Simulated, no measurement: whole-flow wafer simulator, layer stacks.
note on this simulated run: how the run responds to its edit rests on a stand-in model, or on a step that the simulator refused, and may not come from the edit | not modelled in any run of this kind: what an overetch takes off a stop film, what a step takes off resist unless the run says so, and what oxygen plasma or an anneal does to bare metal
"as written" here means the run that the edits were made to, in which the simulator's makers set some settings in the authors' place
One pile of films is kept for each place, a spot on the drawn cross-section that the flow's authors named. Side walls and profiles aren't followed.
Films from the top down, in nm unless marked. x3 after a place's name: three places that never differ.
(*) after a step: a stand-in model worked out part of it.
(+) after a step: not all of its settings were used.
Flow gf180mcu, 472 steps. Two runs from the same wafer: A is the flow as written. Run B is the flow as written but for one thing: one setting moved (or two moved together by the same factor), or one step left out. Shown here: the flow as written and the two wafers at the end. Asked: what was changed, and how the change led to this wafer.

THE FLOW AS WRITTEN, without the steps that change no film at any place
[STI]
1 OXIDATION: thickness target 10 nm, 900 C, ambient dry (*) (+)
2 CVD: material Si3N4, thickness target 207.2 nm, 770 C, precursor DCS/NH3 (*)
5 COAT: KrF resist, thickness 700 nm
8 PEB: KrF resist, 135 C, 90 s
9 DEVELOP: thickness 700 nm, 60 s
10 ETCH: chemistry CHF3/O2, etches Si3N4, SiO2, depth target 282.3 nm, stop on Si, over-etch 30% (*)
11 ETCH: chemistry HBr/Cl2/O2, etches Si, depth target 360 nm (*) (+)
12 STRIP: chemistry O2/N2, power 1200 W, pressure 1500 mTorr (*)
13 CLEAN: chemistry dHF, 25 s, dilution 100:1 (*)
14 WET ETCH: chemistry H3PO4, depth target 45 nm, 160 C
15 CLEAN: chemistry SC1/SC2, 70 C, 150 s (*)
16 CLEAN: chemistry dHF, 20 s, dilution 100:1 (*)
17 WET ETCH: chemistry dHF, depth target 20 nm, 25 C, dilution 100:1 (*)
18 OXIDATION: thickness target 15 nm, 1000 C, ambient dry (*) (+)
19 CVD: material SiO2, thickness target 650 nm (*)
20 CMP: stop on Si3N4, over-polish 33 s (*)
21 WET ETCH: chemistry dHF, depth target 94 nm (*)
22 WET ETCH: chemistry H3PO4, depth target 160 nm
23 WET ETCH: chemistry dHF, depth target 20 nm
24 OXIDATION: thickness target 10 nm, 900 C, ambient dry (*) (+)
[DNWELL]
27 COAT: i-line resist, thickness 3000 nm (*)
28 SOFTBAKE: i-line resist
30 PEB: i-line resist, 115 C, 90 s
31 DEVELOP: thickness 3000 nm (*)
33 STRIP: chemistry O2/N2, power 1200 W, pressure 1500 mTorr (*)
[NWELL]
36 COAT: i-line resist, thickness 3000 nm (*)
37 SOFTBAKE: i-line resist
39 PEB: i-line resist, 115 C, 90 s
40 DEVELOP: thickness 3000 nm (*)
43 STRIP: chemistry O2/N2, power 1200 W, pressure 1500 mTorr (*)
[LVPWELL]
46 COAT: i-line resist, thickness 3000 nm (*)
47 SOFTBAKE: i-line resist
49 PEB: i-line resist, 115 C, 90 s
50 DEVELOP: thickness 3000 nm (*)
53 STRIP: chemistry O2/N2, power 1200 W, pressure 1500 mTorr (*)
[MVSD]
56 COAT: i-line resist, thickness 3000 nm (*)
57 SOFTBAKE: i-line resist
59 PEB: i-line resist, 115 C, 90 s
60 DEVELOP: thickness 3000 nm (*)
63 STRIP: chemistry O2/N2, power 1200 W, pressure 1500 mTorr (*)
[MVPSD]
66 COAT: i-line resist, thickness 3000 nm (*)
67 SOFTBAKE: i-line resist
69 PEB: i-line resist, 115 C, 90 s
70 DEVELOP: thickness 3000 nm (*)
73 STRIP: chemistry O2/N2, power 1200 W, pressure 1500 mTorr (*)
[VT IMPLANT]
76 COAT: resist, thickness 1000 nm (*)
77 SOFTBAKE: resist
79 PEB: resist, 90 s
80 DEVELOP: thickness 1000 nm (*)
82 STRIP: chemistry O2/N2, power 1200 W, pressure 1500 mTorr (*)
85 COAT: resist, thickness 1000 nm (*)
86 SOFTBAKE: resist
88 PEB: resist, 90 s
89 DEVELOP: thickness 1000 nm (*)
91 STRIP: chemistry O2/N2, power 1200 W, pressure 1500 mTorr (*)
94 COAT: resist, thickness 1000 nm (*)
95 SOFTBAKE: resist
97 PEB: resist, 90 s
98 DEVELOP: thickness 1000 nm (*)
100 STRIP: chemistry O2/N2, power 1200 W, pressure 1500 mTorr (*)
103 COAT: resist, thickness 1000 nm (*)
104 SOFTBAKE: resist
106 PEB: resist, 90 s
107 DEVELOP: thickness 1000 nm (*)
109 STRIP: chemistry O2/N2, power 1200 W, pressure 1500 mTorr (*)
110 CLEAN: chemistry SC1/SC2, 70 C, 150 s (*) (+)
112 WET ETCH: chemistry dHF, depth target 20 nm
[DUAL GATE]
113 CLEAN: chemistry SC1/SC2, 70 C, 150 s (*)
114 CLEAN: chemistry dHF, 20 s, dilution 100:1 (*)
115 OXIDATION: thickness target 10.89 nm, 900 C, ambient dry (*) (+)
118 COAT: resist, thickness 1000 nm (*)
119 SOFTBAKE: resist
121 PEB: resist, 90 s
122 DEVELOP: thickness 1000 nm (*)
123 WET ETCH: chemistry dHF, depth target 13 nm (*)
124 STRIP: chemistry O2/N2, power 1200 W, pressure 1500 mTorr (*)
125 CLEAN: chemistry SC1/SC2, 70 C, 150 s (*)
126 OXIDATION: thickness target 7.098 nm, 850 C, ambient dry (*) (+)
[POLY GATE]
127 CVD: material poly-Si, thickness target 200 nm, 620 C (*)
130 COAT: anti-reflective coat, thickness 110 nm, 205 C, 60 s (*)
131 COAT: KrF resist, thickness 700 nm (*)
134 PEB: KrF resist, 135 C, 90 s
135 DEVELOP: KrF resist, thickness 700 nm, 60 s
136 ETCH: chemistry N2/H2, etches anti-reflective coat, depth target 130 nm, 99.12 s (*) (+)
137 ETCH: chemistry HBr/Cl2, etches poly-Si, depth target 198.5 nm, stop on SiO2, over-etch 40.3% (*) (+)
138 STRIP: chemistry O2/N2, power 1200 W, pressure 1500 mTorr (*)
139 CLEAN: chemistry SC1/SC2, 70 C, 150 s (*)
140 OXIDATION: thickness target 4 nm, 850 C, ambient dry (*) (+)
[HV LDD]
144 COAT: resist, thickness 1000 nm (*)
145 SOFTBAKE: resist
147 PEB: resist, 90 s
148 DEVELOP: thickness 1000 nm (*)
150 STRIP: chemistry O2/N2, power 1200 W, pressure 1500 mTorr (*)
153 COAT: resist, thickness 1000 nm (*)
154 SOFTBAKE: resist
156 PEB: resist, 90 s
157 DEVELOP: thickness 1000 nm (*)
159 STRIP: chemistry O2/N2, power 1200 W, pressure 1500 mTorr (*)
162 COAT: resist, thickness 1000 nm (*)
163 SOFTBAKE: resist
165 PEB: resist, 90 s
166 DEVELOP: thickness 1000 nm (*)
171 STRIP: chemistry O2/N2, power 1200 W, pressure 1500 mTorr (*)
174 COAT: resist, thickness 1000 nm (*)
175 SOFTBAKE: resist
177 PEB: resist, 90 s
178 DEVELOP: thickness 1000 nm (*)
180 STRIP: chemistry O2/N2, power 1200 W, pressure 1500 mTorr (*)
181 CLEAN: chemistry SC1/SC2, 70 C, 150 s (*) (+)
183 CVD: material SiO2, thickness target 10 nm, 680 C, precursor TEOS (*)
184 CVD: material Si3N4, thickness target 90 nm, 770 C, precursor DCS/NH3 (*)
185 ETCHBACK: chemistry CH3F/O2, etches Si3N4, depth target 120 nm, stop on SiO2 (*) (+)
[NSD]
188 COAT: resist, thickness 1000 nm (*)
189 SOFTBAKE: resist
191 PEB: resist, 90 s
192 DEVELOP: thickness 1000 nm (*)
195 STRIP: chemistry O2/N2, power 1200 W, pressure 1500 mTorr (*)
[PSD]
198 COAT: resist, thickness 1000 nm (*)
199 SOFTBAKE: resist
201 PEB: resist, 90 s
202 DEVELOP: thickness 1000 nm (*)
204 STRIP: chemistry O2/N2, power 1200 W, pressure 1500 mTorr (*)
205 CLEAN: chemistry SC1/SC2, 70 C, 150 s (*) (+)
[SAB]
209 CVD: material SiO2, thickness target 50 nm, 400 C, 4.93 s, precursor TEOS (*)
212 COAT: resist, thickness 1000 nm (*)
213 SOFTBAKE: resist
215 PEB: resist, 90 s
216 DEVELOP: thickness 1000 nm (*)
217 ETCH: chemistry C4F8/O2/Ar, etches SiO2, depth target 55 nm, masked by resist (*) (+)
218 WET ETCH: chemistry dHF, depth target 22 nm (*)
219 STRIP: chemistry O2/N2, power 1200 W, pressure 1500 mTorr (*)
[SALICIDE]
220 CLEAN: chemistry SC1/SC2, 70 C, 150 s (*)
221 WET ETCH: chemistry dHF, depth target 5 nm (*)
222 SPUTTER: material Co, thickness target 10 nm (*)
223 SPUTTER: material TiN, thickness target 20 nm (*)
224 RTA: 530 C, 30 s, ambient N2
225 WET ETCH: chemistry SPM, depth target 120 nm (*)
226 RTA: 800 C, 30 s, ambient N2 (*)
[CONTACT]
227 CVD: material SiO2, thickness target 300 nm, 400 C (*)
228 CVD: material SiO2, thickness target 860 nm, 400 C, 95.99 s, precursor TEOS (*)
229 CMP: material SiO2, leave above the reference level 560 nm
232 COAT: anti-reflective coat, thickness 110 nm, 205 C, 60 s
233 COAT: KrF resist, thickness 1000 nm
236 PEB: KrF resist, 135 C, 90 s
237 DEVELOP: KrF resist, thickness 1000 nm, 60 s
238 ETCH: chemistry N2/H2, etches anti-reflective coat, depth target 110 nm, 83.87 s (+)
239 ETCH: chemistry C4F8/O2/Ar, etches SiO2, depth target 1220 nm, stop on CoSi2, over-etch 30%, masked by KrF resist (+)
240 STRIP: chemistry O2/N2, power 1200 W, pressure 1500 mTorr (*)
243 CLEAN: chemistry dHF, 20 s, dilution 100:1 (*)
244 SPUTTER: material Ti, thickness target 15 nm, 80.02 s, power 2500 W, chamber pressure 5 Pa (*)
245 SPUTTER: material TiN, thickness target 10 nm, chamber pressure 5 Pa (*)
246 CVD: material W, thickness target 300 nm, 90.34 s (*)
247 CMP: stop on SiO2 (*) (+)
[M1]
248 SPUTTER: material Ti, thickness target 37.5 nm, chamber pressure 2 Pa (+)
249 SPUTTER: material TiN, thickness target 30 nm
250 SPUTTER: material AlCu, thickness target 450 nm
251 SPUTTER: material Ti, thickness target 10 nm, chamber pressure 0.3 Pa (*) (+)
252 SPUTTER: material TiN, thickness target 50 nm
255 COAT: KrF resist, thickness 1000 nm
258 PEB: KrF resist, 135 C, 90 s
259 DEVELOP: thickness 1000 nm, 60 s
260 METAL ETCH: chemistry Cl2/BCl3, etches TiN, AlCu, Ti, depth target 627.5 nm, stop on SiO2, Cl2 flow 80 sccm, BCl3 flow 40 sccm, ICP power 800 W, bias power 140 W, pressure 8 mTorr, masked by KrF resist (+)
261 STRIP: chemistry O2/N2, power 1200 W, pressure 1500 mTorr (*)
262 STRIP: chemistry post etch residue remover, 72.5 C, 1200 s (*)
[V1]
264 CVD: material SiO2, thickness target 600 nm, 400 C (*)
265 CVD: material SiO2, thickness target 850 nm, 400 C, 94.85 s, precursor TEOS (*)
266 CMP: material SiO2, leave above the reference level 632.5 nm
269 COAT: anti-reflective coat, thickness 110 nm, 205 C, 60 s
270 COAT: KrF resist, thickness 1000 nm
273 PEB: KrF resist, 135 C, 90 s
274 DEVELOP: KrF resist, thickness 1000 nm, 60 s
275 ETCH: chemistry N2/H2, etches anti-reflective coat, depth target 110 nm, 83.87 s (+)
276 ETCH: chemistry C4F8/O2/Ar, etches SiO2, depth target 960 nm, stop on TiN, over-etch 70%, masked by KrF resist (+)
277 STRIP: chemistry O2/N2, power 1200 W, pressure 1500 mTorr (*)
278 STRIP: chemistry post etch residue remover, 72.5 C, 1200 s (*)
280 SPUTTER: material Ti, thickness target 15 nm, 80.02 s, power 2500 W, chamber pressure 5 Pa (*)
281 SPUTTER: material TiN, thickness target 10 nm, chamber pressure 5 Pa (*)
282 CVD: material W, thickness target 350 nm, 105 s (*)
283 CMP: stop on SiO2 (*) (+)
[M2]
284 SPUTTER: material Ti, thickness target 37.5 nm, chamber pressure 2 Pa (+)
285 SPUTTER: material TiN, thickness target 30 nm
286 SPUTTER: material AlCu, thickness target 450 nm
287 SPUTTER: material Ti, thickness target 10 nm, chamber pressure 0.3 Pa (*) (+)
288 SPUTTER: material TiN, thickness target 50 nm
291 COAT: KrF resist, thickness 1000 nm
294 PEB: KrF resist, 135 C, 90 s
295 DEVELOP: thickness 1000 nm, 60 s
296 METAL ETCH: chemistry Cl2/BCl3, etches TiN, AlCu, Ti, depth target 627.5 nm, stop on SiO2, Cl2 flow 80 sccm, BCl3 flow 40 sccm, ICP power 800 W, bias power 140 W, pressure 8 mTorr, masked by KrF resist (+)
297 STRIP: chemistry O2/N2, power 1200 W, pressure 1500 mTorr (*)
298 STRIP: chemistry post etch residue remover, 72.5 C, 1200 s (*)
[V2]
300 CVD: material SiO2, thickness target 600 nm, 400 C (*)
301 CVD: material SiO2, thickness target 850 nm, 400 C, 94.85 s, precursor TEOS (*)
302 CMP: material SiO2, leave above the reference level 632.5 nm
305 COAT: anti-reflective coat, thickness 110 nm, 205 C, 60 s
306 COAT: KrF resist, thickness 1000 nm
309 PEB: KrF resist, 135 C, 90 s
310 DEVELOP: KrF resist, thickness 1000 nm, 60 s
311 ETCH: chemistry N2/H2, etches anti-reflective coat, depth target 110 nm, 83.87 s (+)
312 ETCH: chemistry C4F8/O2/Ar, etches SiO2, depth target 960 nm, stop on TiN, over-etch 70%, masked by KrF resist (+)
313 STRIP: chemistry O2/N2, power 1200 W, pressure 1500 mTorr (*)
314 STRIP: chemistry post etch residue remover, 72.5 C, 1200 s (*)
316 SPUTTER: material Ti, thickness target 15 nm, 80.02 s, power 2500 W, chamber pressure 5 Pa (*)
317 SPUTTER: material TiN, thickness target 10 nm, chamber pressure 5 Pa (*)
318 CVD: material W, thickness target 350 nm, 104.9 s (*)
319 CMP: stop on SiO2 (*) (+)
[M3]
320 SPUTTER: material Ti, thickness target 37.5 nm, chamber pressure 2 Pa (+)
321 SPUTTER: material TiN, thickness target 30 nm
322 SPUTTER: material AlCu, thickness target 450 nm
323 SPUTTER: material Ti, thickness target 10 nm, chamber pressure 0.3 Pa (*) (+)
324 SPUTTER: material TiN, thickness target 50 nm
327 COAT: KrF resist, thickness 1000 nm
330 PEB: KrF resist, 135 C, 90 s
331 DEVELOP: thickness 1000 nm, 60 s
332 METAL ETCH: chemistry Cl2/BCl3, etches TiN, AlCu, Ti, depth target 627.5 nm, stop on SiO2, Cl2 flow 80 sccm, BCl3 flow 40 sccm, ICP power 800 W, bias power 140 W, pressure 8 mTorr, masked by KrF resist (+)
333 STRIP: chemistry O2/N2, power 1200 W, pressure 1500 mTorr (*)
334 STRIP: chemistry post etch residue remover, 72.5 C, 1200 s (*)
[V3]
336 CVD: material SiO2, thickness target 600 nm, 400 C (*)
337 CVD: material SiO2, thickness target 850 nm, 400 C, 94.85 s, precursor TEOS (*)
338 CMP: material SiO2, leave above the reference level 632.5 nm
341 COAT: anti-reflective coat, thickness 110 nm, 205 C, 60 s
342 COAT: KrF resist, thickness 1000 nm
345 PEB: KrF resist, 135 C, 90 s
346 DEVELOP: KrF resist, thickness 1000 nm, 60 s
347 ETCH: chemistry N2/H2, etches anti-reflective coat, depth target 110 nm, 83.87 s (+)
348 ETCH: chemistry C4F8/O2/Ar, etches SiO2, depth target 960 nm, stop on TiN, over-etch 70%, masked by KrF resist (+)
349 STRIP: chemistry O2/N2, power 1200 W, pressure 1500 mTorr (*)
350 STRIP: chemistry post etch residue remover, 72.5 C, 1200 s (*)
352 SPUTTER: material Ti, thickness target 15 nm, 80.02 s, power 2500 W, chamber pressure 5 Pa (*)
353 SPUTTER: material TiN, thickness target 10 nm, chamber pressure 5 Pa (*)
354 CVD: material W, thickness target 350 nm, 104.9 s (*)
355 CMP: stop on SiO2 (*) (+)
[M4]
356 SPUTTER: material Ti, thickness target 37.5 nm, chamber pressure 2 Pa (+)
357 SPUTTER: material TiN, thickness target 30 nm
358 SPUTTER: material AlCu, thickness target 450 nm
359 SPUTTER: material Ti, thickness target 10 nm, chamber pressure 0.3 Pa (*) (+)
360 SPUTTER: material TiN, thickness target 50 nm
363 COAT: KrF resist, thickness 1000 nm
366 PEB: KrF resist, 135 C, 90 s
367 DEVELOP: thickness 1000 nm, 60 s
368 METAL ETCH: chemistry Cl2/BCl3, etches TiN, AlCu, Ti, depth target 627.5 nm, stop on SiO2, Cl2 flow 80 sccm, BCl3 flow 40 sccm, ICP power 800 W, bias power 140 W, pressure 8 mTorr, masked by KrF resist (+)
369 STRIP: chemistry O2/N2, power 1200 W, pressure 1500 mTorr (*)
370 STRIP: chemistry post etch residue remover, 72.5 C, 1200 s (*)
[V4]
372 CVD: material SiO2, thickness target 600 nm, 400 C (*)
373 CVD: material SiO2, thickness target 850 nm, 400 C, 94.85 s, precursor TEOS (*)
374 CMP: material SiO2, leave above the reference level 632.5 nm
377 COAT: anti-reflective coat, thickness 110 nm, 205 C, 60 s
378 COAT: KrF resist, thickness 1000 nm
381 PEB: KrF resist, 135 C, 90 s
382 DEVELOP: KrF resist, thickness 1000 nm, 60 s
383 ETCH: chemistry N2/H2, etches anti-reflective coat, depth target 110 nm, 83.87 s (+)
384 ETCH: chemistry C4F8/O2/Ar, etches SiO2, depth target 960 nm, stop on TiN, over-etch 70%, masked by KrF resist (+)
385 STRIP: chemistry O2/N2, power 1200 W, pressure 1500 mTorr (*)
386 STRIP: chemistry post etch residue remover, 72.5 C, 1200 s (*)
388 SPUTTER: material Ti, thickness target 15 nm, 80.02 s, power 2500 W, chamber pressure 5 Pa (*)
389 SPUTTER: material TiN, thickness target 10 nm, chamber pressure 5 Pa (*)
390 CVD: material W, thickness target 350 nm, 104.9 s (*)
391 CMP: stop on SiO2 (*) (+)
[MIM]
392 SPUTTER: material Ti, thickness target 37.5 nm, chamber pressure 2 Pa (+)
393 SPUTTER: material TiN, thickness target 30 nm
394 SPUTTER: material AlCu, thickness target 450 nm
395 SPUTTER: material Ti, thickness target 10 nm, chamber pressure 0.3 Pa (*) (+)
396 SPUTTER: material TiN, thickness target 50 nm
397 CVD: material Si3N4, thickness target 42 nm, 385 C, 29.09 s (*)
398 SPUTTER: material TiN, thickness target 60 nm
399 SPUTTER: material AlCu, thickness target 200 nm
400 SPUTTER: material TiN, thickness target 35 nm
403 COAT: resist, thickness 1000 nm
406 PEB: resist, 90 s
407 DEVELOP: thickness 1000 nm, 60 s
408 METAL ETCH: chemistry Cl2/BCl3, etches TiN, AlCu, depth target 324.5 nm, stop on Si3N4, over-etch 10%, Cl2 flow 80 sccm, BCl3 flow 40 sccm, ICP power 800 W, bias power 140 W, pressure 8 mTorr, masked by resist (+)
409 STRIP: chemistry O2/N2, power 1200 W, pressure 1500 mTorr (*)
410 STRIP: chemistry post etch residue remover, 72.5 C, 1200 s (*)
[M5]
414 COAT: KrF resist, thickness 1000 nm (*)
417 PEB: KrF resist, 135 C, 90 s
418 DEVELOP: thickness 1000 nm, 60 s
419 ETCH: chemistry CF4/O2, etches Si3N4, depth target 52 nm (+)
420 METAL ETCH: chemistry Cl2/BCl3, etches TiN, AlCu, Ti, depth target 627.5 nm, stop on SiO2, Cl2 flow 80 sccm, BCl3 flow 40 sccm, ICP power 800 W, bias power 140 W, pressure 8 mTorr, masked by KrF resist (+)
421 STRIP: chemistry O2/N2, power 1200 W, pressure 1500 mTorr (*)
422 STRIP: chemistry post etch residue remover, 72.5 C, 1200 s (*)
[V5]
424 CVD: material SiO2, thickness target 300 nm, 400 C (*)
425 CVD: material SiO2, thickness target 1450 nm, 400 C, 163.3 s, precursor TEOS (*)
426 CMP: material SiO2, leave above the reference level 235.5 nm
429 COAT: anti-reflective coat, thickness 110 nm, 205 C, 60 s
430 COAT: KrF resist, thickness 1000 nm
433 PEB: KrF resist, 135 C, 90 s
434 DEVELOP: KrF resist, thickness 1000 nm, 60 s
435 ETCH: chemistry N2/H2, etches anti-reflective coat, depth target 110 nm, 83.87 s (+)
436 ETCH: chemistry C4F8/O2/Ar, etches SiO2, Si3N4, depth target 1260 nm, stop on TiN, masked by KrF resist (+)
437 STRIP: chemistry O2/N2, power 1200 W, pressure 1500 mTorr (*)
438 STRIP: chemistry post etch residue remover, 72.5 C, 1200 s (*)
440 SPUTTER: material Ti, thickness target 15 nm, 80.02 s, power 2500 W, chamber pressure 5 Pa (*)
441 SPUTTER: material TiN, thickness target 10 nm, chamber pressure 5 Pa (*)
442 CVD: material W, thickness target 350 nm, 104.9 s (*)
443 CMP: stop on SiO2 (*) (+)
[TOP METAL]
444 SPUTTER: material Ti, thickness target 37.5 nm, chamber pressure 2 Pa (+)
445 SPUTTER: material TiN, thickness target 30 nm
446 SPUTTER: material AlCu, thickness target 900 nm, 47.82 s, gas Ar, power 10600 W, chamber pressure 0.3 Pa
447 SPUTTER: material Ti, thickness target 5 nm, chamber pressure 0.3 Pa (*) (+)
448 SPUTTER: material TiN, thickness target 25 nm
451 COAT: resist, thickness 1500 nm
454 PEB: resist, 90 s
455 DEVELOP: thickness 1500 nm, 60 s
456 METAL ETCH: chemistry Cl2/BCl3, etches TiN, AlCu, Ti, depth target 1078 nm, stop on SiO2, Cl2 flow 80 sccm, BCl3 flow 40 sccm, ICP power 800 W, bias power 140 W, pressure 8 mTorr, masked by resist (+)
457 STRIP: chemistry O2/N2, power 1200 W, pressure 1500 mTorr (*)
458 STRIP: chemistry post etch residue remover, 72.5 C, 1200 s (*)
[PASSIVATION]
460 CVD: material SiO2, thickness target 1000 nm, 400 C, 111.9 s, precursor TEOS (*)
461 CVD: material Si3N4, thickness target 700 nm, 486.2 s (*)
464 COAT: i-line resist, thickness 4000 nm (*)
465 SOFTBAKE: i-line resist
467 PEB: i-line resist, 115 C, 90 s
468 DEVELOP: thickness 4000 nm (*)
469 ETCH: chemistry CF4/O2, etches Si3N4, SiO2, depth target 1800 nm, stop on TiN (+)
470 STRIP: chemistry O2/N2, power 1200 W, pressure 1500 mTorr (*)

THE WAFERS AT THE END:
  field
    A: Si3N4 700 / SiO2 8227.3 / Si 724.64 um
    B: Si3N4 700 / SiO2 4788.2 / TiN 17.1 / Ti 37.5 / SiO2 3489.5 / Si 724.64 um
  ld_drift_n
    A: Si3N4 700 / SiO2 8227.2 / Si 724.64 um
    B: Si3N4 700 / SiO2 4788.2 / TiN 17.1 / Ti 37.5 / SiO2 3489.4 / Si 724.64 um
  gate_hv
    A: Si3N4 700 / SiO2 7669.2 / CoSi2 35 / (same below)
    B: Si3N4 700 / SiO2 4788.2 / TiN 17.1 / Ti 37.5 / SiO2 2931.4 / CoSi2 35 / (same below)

The cause: step 322, SPUTTER: thickness target 555 nm was run, where the flow has thickness target 450 nm.

How the change led to this, step by step:
  322 SPUTTER: material AlCu, thickness target 450 nm
      field, field__w1, field__w2 and 108 more: A AlCu +450 (new film) | B AlCu +555 (new film)
  332 METAL ETCH: chemistry Cl2/BCl3, etches TiN, AlCu, Ti, depth target 627.5 nm, stop on SiO2, Cl2 flow 80 sccm, BCl3 flow 40 sccm, ICP power 800 W, bias power 140 W, pressure 8 mTorr, masked by KrF resist (+)
      field, field__w1, field__w2 and 103 more: A TiN -50 (all of it), Ti -10 (all of it), AlCu -450 (all of it), TiN -30 (all of it), Ti -37.5 (all of it) | B TiN -50 (all of it), Ti -10 (all of it), AlCu -555 (all of it), TiN -12.5
  336 CVD: material SiO2, thickness target 600 nm, 400 C (*)
      field, field__w1, field__w2 and 103 more: A SiO2 +600 | B SiO2 +600 (new film)
  338 CMP: material SiO2, leave above the reference level 632.5 nm
      field, field__w1, field__w2 and 103 more: A SiO2 -300 | B SiO2 -249.6
Counting metal films that touch as one body, field has 1 body; the flow as written gives 0 bodies.
Counting metal films that touch as one body, ld_drift_n has 1 body; the flow as written gives 0 bodies.
Counting metal films that touch as one body, gate_hv has 2 bodies (between them, from the top down: SiO2 2931.4); the flow as written gives 1 body.
